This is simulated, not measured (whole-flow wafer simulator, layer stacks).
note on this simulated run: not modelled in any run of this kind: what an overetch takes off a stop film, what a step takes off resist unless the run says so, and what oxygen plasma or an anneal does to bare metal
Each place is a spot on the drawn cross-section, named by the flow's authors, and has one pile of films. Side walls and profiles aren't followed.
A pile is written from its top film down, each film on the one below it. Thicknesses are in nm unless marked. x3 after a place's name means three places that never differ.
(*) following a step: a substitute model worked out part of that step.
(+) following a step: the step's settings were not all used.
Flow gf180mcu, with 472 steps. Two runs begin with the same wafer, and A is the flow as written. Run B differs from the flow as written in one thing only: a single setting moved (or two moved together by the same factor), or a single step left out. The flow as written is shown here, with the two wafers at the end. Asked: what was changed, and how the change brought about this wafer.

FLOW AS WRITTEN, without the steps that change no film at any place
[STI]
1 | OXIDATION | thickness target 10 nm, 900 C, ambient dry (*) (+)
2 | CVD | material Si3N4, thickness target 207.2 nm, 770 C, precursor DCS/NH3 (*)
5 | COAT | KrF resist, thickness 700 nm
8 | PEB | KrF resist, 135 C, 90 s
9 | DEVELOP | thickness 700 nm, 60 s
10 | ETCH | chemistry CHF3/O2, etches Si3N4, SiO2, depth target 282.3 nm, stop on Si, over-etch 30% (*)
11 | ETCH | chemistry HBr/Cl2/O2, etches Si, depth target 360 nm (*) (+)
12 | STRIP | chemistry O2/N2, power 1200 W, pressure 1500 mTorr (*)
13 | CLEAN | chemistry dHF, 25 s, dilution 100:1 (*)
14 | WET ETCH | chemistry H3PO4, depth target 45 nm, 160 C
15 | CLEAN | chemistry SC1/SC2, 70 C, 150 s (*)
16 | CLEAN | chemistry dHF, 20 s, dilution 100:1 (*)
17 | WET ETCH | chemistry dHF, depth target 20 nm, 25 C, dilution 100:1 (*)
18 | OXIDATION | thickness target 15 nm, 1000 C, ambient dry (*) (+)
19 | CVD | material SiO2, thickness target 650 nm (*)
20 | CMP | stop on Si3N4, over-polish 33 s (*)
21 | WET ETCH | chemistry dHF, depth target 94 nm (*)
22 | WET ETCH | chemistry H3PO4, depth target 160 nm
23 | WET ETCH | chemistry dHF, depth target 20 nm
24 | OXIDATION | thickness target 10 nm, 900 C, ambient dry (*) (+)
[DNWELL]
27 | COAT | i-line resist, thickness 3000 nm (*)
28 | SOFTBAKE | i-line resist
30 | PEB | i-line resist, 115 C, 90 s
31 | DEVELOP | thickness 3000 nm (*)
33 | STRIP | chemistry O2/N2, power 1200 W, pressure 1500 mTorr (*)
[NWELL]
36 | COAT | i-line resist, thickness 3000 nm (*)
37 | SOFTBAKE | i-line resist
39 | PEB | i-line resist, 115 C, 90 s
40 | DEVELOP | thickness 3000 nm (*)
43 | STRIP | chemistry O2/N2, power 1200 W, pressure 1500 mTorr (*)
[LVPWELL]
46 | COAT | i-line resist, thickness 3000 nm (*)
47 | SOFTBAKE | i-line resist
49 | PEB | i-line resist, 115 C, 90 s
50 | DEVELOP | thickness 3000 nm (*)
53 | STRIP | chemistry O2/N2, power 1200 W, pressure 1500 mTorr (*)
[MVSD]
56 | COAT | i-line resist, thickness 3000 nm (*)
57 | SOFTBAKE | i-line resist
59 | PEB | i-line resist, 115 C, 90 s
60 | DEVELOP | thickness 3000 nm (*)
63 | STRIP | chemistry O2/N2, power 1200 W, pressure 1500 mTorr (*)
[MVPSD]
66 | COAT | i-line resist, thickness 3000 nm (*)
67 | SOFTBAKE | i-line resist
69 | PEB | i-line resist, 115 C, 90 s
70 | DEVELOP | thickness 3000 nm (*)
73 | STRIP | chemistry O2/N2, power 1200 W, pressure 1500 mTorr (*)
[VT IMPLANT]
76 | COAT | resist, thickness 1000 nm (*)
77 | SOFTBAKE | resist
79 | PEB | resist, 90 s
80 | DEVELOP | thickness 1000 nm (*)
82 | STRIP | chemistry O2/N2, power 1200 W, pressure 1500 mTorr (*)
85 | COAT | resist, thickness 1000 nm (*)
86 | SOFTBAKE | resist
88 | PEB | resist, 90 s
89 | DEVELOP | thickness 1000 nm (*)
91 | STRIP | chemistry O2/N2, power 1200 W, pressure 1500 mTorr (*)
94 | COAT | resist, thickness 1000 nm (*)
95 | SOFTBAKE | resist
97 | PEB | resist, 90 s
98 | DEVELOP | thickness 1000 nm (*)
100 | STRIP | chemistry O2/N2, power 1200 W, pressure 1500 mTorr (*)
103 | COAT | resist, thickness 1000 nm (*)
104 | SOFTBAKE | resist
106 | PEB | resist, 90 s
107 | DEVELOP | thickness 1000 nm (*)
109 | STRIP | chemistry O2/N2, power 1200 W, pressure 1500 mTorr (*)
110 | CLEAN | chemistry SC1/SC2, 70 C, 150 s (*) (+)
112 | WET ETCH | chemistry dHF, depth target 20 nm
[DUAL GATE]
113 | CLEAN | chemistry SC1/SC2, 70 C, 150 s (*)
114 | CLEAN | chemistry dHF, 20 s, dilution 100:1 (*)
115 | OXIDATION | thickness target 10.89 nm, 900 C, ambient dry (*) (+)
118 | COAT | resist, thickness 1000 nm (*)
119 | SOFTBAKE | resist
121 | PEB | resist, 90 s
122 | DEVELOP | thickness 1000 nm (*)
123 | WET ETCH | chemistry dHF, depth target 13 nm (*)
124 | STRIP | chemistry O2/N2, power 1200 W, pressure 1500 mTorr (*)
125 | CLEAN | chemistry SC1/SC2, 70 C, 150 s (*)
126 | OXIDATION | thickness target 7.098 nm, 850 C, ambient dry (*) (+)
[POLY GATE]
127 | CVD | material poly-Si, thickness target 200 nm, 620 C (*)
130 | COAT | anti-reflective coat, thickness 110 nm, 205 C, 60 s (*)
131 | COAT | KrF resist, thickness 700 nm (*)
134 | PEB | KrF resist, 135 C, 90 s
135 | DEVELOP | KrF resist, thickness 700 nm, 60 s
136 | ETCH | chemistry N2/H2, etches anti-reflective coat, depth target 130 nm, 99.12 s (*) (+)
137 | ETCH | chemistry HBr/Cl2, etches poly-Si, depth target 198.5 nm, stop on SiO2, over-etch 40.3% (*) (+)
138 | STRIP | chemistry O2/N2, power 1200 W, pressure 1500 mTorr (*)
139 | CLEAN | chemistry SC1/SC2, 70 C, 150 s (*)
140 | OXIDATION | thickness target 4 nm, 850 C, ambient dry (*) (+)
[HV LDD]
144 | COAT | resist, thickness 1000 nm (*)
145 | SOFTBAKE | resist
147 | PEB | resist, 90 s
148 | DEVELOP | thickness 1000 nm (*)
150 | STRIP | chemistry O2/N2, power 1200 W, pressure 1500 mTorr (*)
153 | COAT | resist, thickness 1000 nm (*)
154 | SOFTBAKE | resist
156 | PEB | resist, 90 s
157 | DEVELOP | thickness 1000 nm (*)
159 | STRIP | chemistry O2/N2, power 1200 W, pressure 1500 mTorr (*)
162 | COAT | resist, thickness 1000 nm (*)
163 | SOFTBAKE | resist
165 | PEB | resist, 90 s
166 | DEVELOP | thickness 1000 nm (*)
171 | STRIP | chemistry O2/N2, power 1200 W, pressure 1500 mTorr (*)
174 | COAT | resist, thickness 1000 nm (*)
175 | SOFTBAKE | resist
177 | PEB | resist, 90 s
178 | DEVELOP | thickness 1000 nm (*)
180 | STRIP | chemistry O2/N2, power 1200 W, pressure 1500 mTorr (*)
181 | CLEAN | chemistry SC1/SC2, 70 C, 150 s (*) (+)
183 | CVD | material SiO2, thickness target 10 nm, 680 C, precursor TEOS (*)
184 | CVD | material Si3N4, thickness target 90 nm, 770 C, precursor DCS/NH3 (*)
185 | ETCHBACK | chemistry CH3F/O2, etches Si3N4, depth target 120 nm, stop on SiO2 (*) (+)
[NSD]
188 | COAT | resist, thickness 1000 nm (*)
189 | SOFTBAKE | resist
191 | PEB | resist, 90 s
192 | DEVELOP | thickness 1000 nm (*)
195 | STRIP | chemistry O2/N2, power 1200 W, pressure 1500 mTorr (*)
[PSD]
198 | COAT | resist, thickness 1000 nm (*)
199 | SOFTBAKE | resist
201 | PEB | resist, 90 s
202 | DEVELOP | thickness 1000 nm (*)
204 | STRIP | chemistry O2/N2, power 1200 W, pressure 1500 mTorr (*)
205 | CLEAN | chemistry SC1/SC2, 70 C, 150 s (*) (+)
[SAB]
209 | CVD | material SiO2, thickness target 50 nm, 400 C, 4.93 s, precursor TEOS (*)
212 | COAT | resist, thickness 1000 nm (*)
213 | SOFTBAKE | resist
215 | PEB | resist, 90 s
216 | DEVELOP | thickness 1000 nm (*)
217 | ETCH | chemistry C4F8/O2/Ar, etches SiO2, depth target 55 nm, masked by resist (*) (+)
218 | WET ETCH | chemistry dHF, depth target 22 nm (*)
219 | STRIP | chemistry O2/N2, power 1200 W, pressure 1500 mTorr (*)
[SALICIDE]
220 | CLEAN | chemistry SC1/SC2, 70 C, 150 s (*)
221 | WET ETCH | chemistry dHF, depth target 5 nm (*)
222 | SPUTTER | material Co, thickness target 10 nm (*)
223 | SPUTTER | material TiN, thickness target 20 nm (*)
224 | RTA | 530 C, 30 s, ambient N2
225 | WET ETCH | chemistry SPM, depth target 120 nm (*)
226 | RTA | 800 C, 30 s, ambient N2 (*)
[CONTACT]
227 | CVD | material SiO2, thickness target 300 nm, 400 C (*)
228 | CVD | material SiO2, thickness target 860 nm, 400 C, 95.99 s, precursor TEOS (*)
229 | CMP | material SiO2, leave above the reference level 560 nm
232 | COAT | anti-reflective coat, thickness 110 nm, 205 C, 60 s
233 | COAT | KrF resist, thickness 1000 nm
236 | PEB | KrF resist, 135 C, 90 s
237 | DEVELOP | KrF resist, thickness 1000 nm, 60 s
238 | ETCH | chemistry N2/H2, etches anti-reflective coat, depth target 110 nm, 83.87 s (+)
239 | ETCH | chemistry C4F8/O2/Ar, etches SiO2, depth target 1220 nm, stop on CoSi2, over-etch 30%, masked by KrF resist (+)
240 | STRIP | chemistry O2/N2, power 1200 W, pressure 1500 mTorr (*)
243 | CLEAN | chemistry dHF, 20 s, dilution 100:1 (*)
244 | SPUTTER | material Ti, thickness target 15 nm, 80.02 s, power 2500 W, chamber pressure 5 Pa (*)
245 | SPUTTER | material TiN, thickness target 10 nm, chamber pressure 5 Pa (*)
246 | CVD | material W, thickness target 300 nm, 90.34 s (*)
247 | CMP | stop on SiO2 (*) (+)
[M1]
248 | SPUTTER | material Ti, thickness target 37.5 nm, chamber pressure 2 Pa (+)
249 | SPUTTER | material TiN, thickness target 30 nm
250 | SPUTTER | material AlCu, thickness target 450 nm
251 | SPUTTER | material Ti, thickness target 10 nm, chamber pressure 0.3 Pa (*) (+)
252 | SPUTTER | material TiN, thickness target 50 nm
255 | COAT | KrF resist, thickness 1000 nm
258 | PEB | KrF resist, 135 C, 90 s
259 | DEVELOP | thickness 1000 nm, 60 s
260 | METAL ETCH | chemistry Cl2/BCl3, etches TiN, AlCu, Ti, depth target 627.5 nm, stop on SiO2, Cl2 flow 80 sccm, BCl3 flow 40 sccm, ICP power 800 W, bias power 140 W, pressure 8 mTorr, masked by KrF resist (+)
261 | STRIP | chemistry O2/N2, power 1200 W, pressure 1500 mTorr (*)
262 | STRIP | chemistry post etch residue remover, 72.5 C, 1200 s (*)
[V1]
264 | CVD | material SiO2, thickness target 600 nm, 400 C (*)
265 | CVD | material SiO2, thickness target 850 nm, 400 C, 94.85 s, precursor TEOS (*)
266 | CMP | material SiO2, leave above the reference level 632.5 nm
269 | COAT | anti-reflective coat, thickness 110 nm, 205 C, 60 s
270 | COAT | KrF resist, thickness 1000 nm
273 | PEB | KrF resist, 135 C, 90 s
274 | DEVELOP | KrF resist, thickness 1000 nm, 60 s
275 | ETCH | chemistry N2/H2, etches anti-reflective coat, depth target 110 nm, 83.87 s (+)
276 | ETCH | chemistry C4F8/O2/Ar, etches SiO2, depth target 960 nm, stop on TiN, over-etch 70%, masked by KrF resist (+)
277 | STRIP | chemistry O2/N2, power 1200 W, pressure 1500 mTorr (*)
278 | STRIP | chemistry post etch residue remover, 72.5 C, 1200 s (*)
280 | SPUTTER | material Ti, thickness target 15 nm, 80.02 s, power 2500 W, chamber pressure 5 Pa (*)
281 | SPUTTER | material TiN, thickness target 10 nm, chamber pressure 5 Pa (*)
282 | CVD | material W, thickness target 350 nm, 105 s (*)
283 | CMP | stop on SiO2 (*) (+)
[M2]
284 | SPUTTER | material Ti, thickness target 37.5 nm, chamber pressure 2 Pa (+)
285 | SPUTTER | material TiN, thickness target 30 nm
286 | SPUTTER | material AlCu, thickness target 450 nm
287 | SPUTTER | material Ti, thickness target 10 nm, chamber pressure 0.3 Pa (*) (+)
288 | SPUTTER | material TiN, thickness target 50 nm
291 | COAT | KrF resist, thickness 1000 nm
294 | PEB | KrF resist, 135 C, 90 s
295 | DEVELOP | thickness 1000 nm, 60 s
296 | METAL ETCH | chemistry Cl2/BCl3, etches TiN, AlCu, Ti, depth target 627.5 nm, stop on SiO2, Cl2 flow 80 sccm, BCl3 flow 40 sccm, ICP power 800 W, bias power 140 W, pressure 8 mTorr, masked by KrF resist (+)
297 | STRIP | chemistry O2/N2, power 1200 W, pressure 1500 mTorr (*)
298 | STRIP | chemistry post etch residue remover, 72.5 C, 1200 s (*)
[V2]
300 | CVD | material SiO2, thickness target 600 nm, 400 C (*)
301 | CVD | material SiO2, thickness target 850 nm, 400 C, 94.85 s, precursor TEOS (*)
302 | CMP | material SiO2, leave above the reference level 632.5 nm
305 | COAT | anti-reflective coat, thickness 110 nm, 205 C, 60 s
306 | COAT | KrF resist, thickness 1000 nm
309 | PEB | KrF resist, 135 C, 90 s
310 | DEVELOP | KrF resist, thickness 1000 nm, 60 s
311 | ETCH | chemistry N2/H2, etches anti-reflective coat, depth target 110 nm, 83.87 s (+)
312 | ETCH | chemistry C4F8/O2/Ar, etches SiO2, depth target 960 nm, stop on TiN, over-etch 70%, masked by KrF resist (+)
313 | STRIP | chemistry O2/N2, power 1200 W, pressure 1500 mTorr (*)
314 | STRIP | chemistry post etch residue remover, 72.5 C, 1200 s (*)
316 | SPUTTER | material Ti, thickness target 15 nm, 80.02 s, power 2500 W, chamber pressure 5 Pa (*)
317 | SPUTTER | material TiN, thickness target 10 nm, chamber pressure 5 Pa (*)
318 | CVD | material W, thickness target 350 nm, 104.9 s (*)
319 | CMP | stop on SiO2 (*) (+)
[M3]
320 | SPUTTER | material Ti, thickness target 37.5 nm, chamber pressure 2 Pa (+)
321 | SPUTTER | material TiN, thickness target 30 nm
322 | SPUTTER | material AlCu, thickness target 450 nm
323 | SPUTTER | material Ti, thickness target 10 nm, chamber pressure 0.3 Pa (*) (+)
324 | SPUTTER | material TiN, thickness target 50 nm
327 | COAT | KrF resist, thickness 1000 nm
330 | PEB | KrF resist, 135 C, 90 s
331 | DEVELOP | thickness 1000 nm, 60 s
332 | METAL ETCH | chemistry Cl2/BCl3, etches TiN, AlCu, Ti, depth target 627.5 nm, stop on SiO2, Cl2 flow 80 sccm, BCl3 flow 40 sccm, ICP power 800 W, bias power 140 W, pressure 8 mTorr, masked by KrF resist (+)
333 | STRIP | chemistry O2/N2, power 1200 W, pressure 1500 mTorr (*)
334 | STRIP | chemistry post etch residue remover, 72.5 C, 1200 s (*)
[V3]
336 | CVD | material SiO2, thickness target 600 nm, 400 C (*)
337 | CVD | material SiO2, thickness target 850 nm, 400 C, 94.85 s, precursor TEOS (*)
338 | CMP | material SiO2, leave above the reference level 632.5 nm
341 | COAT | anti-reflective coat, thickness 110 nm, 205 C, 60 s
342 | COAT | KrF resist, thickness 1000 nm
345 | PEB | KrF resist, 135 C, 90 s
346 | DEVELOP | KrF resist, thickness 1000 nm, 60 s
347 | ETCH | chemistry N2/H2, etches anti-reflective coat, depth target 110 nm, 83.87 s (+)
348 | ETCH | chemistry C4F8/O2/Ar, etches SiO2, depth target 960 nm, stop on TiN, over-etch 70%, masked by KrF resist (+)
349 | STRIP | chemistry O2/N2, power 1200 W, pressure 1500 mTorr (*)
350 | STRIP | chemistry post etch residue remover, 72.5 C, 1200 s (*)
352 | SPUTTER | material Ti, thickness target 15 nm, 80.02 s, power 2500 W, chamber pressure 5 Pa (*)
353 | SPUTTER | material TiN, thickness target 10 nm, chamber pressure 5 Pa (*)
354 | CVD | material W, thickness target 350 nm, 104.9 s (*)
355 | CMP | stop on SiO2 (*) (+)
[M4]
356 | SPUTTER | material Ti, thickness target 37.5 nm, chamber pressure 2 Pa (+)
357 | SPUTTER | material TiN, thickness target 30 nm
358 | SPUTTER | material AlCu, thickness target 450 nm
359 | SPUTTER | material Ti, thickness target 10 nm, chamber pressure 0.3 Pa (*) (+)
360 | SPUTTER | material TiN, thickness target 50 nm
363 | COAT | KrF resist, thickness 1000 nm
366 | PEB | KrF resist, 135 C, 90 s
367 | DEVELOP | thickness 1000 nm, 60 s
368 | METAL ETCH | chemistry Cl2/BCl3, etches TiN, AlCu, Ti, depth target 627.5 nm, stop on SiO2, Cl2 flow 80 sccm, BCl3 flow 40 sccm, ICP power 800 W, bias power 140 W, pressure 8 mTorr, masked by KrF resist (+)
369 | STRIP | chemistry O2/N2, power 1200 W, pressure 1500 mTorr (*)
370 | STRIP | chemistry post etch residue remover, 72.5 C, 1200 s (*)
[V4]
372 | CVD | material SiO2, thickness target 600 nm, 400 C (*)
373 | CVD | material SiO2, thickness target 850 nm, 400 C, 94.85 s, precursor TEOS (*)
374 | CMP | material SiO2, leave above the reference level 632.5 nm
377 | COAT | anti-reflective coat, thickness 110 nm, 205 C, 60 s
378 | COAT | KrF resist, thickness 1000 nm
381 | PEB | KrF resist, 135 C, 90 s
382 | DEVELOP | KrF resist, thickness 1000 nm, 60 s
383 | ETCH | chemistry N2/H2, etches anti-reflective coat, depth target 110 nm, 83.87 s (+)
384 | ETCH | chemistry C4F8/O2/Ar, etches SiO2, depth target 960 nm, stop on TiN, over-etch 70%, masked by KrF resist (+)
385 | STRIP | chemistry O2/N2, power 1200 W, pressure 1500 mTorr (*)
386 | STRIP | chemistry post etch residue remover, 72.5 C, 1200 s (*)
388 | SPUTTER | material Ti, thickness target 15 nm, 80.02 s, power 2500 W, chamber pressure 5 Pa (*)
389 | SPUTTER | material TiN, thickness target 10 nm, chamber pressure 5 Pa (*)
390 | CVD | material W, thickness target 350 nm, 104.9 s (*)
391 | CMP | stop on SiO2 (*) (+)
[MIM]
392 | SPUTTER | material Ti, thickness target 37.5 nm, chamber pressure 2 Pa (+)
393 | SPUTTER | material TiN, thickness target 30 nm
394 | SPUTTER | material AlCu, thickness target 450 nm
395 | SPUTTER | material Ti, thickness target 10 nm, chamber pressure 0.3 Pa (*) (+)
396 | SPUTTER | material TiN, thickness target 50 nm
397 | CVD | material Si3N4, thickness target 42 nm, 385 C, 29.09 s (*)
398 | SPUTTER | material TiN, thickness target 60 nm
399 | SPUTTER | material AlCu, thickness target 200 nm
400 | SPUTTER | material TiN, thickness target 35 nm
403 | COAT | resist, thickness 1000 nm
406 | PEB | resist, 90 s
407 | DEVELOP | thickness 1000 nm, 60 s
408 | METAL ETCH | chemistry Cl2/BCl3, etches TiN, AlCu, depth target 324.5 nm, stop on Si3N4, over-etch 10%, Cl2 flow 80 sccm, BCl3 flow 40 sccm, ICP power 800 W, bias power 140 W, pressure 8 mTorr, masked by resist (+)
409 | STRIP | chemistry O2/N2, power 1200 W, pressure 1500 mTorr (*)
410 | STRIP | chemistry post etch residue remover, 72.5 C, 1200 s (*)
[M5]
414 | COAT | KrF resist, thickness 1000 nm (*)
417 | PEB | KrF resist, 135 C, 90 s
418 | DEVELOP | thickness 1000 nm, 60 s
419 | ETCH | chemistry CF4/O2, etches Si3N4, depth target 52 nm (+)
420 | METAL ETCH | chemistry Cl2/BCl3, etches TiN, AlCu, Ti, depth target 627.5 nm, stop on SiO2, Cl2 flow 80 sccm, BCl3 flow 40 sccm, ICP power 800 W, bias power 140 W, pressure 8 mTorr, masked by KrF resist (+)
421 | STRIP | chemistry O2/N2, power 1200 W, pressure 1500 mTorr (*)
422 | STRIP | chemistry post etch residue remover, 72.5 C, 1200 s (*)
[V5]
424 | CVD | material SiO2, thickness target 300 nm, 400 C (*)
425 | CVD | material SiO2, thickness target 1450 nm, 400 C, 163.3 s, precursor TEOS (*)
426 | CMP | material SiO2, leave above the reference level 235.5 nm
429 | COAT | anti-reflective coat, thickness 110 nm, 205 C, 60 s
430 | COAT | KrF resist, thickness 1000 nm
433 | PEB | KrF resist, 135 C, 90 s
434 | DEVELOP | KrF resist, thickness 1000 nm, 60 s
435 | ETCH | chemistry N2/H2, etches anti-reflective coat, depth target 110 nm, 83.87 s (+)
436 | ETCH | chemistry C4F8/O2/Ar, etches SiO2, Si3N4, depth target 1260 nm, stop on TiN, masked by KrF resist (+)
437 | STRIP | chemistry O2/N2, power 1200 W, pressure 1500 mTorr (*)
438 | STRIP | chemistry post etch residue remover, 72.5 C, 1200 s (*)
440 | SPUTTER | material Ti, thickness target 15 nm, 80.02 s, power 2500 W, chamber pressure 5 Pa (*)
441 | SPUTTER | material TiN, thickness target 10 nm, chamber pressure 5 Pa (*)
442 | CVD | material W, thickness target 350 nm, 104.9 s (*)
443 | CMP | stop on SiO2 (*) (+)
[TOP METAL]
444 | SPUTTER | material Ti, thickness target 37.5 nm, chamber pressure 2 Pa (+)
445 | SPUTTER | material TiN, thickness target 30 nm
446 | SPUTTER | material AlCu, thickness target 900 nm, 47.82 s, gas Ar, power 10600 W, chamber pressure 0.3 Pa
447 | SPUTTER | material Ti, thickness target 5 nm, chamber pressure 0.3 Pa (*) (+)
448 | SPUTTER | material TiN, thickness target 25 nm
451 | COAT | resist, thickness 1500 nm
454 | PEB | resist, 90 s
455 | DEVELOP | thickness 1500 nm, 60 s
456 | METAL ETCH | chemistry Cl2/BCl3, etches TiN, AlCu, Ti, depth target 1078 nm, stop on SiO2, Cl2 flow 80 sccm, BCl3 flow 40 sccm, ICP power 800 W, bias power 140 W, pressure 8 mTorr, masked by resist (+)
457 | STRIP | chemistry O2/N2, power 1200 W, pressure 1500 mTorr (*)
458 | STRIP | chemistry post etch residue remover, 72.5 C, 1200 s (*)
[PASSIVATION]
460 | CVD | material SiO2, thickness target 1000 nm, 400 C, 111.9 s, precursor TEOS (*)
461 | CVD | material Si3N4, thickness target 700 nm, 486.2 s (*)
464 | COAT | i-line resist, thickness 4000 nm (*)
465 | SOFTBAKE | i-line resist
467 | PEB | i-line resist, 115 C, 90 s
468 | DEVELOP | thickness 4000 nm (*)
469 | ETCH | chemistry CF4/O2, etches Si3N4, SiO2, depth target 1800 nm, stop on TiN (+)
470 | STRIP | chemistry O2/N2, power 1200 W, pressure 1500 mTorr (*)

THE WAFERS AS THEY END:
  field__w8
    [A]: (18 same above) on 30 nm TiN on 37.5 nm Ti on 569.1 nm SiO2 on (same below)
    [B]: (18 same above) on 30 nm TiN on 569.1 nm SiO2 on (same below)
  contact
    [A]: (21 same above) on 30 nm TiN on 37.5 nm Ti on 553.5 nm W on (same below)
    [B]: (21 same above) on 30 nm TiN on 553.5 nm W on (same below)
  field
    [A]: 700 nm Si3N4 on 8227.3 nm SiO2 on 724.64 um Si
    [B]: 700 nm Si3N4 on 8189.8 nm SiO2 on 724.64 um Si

What caused this: step 356, SPUTTER: material Ti, thickness target 37.5 nm, chamber pressure 2 Pa (+), was omitted.

The path from the change to this, step by step:
  368 | METAL ETCH | chemistry Cl2/BCl3, etches TiN, AlCu, Ti, depth target 627.5 nm, stop on SiO2, Cl2 flow 80 sccm, BCl3 flow 40 sccm, ICP power 800 W, bias power 140 W, pressure 8 mTorr, masked by KrF resist (+)
      field, field__w1, field__w2 and 103 more: A TiN loses 50 (all of it), Ti loses 10 (all of it), AlCu loses 450 (all of it), TiN loses 30 (all of it), Ti loses 37.5 (all of it) | B TiN loses 50 (all of it), Ti loses 10 (all of it), AlCu loses 450 (all of it), TiN loses 30 (all of it)
  374 | CMP | material SiO2, leave above the reference level 632.5 nm
      field, field__w1, field__w2 and 103 more: A SiO2 loses 300 | B SiO2 loses 337.5
